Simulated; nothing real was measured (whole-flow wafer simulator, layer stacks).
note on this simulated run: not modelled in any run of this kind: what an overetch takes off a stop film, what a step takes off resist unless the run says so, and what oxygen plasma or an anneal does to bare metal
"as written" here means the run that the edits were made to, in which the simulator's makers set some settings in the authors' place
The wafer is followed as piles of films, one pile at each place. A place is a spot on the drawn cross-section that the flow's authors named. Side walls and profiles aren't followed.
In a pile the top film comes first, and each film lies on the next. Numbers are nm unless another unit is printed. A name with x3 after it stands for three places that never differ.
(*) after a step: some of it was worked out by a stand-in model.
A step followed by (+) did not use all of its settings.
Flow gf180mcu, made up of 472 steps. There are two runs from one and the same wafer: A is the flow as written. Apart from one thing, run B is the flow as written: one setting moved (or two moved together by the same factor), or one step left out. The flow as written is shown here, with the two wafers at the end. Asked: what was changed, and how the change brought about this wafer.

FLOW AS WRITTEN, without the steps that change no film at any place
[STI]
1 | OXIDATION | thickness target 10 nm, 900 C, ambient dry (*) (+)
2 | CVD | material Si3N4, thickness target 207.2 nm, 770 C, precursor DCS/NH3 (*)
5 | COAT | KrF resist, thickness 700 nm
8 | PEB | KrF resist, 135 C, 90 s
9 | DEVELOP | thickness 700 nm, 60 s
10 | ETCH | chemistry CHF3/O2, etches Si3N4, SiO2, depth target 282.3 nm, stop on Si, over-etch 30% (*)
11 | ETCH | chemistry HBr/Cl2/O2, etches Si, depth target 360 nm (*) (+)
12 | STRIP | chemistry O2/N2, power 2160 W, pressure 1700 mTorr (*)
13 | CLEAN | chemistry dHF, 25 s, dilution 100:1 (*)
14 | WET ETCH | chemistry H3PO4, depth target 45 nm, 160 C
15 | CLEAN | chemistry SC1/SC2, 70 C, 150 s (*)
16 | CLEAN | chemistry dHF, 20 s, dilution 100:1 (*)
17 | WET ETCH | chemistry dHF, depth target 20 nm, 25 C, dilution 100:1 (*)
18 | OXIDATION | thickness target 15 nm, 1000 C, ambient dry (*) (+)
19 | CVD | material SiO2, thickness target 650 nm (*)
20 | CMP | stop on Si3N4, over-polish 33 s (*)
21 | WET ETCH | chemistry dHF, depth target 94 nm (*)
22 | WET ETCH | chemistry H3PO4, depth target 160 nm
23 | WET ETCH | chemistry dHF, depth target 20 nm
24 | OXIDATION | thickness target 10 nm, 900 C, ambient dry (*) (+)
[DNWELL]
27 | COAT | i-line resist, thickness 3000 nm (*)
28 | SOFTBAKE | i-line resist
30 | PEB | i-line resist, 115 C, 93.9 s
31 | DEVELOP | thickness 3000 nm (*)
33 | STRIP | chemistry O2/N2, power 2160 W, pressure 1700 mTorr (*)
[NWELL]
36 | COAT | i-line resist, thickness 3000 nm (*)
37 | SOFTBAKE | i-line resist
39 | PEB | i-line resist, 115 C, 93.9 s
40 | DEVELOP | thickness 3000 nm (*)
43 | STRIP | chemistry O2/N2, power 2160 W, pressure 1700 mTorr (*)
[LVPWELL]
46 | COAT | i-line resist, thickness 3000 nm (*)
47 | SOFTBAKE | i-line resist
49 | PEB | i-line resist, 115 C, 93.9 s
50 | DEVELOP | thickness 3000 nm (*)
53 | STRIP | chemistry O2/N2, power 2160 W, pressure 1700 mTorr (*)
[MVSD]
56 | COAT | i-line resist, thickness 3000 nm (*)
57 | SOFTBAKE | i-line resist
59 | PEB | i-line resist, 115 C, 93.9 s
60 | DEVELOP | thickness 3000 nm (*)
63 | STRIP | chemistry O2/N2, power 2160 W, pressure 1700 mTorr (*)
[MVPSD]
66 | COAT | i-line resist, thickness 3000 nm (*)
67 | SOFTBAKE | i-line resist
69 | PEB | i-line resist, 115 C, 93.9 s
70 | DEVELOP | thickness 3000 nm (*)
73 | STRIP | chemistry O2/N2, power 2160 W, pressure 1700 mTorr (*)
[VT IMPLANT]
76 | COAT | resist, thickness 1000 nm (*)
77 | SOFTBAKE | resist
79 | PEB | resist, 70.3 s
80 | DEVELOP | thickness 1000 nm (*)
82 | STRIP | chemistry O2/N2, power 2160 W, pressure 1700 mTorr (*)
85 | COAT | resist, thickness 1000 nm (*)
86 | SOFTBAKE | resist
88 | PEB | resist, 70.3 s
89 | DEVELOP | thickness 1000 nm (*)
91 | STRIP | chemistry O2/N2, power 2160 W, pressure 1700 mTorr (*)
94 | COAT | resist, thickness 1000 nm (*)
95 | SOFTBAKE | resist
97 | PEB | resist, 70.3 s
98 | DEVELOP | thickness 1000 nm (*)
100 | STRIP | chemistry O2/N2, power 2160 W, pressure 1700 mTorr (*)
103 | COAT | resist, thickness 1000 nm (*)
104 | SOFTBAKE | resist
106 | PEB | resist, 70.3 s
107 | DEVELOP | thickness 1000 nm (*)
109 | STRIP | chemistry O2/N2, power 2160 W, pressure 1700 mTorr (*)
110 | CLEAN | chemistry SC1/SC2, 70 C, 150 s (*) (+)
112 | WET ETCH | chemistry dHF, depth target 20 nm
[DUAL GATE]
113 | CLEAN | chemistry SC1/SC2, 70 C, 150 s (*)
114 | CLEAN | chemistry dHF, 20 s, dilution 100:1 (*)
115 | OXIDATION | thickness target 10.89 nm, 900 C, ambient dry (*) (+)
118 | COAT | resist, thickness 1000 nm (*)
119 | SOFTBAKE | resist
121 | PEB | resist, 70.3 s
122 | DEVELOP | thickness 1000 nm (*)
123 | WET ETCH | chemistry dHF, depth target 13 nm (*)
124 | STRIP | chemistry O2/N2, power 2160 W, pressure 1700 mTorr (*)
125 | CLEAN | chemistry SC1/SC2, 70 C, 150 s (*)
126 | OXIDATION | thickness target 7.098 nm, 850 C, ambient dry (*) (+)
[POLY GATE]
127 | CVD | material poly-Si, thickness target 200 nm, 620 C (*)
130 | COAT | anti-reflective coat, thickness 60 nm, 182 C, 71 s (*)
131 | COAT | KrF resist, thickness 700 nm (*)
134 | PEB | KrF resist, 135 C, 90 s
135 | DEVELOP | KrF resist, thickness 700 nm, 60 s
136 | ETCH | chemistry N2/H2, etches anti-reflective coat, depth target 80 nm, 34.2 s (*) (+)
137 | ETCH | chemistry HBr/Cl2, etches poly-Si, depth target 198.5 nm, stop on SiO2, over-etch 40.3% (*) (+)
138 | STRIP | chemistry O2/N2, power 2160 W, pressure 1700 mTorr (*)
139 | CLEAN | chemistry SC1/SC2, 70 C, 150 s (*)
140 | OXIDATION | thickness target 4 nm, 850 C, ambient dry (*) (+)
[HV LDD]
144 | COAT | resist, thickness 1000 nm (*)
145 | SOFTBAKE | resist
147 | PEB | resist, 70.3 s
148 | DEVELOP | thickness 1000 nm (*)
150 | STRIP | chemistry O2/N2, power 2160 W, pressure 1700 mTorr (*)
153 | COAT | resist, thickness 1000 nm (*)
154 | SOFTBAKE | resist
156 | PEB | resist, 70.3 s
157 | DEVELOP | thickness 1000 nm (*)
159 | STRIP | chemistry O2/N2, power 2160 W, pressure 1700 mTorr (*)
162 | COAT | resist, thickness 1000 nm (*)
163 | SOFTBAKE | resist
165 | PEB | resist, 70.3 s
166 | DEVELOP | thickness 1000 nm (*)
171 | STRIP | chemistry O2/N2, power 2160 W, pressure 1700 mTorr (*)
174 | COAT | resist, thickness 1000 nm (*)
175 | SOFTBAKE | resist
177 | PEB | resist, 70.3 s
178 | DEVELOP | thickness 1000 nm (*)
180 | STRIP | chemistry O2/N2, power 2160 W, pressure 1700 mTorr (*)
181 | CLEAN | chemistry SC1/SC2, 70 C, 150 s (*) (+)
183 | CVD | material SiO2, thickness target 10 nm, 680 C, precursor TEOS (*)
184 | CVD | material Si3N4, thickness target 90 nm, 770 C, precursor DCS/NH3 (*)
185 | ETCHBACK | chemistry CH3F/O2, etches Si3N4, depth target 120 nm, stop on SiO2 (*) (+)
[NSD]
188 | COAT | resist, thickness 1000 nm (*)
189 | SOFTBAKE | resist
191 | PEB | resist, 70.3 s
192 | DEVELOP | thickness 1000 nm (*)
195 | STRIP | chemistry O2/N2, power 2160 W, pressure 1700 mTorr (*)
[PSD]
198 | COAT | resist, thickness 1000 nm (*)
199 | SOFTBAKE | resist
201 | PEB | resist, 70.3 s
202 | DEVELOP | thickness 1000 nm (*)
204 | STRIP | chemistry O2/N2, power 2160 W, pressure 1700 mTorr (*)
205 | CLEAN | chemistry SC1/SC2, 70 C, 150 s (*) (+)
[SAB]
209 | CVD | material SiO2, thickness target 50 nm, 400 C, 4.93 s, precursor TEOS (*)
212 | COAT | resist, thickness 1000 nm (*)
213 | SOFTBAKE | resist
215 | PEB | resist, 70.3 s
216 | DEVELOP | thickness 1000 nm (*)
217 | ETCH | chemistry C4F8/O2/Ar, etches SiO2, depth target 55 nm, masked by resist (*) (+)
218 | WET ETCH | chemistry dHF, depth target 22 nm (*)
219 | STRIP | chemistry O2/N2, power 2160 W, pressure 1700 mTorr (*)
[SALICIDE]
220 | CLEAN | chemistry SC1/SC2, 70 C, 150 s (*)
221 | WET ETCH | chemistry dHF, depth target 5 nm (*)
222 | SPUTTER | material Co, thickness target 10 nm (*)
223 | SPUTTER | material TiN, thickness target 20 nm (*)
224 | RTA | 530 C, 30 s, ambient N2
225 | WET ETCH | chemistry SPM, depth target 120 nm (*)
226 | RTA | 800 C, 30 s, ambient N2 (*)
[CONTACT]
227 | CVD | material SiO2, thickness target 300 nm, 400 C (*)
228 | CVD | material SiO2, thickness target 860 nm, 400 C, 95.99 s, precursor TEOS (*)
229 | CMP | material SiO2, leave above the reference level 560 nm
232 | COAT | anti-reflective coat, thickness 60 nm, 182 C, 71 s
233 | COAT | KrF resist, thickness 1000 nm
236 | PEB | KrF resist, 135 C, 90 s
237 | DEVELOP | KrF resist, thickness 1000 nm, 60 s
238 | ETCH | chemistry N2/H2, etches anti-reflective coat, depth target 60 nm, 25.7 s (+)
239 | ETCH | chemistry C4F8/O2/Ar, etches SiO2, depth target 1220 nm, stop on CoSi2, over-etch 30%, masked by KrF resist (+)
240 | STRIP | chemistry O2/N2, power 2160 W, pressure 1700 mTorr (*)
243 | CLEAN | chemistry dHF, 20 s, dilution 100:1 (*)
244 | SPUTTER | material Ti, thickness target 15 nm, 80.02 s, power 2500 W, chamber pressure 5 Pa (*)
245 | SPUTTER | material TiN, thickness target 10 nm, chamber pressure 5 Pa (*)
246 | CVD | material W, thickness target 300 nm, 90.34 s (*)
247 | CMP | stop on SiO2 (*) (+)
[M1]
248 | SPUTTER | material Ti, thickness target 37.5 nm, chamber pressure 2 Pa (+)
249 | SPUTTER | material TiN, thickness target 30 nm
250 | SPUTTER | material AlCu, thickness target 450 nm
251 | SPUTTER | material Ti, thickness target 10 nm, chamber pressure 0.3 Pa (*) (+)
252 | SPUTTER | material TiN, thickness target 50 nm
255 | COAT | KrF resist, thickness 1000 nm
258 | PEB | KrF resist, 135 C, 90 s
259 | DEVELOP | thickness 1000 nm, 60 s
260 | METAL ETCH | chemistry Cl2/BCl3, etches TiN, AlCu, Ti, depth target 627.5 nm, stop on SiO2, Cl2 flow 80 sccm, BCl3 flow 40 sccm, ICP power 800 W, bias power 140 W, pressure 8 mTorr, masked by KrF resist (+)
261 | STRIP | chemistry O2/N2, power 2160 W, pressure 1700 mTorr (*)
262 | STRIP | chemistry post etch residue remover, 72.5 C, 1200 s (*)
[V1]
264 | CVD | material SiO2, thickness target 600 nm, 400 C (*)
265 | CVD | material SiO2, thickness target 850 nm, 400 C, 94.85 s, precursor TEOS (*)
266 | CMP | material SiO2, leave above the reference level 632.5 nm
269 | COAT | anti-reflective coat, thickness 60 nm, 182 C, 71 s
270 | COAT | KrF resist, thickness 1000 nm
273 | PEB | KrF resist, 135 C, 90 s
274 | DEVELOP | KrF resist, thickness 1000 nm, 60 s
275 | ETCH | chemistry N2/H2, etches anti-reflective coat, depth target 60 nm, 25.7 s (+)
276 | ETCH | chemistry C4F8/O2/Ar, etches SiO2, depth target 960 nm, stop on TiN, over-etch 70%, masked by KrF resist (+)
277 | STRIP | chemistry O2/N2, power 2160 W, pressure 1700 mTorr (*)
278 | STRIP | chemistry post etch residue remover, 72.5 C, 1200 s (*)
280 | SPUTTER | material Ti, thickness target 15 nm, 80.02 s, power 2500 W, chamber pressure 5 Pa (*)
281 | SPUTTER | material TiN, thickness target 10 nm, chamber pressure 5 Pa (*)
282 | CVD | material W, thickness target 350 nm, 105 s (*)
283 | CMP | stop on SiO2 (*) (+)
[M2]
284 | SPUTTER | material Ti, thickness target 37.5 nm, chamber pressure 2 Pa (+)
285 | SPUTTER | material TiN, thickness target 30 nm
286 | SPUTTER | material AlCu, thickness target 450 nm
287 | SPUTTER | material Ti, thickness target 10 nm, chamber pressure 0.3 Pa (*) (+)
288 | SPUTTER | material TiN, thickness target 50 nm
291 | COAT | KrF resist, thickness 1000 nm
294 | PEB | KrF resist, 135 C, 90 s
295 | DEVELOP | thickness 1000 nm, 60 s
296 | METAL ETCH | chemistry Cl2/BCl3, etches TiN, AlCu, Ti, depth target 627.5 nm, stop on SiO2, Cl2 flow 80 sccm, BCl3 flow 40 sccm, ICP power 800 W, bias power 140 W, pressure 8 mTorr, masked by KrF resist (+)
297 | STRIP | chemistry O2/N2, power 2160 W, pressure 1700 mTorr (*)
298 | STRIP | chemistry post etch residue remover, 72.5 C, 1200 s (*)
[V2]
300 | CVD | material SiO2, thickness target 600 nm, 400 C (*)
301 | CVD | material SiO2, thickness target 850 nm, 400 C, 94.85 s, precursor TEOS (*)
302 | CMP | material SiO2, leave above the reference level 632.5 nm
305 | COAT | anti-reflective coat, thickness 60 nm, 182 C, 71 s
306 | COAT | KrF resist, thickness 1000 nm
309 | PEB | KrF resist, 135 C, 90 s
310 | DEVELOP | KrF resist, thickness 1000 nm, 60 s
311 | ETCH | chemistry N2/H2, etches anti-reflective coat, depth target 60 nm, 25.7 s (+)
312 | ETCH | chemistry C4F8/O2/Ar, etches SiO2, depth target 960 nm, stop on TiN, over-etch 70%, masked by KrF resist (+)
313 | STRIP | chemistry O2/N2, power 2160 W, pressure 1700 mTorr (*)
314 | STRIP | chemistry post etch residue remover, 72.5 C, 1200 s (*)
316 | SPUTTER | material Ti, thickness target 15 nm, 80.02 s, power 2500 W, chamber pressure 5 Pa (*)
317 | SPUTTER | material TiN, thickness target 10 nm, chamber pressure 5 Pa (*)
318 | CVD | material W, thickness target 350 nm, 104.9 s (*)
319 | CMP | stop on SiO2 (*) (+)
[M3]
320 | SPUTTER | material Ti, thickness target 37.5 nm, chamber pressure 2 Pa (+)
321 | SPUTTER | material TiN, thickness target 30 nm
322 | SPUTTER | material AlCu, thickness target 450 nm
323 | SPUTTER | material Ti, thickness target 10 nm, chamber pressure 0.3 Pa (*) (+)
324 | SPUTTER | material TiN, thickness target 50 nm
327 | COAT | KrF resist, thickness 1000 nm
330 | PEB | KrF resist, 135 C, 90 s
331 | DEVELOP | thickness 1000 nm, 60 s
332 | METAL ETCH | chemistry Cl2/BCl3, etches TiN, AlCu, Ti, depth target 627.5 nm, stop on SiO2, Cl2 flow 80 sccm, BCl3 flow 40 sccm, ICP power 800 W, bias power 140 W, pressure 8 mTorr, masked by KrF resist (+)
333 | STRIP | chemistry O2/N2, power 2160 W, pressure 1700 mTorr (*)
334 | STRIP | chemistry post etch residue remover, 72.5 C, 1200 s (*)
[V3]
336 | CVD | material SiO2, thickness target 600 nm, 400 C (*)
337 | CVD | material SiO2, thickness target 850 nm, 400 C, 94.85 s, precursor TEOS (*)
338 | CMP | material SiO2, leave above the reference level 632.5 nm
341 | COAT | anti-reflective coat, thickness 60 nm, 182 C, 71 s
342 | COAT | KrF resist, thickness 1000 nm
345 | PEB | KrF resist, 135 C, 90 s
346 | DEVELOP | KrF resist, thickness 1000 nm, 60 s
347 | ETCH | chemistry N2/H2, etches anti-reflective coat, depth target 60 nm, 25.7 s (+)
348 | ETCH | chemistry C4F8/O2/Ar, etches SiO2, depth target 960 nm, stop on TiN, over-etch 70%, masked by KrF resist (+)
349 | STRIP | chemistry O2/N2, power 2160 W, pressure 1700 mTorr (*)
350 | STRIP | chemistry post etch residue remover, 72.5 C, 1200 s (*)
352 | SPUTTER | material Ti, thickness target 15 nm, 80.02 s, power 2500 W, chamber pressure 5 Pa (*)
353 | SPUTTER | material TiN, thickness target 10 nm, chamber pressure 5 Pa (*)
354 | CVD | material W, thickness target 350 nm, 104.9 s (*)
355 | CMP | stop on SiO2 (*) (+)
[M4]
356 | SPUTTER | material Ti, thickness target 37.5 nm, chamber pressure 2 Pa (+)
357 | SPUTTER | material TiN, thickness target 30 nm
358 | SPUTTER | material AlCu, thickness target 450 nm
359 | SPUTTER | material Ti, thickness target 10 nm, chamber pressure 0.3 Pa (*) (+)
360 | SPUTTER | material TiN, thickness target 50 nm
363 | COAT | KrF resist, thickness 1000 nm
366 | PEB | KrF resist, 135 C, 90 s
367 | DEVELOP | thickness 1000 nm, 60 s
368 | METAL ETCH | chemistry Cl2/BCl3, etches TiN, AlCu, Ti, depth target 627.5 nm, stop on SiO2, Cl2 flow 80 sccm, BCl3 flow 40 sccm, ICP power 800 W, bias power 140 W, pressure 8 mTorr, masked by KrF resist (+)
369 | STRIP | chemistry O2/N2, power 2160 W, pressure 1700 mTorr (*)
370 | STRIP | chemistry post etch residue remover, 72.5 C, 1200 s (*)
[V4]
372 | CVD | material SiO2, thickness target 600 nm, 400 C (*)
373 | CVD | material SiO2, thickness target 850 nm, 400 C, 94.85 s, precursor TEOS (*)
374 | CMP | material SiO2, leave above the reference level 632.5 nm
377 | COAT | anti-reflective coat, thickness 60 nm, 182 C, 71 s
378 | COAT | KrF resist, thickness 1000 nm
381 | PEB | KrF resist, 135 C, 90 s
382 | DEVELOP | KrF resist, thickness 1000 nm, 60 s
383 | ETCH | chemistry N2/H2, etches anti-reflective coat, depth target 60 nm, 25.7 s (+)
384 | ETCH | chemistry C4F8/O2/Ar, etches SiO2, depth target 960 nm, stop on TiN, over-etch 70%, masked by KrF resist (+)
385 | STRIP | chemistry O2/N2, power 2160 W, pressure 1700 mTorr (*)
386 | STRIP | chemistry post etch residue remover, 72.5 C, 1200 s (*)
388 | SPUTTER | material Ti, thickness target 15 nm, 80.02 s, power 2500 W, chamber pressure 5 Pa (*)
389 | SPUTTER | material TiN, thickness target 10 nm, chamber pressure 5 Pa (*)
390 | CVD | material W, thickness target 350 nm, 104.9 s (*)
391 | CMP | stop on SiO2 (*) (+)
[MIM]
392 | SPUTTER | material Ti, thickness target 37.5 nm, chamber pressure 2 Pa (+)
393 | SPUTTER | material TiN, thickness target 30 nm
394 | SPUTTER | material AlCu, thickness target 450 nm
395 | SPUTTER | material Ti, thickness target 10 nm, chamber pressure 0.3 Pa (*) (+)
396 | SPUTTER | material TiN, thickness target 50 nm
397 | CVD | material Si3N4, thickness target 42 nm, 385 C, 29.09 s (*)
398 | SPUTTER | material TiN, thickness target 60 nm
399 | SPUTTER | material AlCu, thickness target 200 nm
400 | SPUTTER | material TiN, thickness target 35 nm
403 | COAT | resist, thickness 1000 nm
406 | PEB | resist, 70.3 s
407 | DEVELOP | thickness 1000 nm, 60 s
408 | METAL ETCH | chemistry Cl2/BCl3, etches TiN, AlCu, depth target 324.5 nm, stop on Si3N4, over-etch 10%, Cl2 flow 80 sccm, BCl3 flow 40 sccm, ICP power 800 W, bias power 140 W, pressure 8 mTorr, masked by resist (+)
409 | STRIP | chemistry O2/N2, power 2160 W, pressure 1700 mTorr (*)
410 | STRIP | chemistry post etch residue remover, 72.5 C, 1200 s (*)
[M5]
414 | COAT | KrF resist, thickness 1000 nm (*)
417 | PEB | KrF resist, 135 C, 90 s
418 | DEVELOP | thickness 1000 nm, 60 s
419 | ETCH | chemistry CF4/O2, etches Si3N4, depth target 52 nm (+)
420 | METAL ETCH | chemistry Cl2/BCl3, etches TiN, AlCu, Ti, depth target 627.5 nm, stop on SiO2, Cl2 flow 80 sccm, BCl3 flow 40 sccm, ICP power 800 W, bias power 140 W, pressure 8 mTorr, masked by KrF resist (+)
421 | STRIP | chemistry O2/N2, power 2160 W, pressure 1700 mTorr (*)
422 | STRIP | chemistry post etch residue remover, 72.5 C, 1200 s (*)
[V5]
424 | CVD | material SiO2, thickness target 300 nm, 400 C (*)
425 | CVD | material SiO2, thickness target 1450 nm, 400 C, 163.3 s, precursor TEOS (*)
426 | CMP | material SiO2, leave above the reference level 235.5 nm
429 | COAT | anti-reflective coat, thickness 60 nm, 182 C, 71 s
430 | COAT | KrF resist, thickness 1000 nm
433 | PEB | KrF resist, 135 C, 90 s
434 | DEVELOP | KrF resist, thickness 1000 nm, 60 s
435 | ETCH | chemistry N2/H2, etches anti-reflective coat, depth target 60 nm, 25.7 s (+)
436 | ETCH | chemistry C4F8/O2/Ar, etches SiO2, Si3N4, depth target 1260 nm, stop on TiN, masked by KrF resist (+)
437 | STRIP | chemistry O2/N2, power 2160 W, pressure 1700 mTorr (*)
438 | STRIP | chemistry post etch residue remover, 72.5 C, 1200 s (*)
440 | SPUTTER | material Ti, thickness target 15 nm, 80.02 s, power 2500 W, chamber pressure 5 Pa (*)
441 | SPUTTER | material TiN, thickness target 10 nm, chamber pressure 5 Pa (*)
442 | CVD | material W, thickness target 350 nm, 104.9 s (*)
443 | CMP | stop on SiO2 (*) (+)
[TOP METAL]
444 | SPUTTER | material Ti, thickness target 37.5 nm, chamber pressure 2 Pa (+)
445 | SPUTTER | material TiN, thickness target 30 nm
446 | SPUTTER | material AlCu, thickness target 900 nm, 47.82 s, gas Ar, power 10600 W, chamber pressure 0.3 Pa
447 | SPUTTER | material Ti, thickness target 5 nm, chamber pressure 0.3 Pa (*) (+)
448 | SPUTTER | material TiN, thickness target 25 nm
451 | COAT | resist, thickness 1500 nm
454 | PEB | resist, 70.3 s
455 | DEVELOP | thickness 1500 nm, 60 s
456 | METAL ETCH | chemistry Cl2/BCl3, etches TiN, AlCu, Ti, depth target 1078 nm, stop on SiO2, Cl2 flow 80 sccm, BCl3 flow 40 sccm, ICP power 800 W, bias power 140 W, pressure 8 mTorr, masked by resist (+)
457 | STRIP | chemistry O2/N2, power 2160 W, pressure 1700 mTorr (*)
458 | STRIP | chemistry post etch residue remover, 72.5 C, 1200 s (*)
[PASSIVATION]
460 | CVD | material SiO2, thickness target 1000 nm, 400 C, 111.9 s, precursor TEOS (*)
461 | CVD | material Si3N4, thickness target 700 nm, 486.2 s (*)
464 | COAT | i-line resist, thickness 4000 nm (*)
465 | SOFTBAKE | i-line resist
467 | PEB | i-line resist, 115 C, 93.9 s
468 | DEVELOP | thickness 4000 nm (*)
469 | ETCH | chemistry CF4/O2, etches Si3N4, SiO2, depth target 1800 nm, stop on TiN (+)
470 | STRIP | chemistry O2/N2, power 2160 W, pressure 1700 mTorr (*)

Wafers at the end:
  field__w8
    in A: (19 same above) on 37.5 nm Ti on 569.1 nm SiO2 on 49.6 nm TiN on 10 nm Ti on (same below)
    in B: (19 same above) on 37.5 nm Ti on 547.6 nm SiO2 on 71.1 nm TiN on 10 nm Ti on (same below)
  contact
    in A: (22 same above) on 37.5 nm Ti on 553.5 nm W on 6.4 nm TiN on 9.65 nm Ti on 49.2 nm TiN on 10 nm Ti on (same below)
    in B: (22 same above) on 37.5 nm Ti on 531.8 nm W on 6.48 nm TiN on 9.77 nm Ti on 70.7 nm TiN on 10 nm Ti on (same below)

What caused this: step 324, SPUTTER: thickness target 71.5 nm was run, though the flow has thickness target 50 nm.

The path from the change to this, step by step:
  324 | SPUTTER | material TiN, thickness target 50 nm
      field, field__w1, field__w2 and 108 more: A +50 TiN (new film) | B +71.5 TiN (new film)
  332 | METAL ETCH | chemistry Cl2/BCl3, etches TiN, AlCu, Ti, depth target 627.5 nm, stop on SiO2, Cl2 flow 80 sccm, BCl3 flow 40 sccm, ICP power 800 W, bias power 140 W, pressure 8 mTorr, masked by KrF resist (+)
      field, field__w1, field__w2 and 103 more: A -50 TiN (all of it), -10 Ti (all of it), -450 AlCu (all of it), -30 TiN (all of it), -37.5 Ti (all of it) | B -71.5 TiN (all of it), -10 Ti (all of it), -450 AlCu (all of it), -30 TiN (all of it), -37.5 Ti (all of it)
  338 | CMP | material SiO2, leave above the reference level 632.5 nm
      field__w8, contact, m1, m1__w1, m1_nw: A -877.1 SiO2 | B -898.6 SiO2
  348 | ETCH | chemistry C4F8/O2/Ar, etches SiO2, depth target 960 nm, stop on TiN, over-etch 70%, masked by KrF resist (+)
      field, field__w1, field__w2 and 107 more: A -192 KrF resist | B -187.3 KrF resist
      contact: A -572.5 SiO2 (all of it) | B -551 SiO2 (all of it)
  354 | CVD | material W, thickness target 350 nm, 104.9 s (*)
      contact: A +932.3 W (new film) | B +910.6 W (new film)
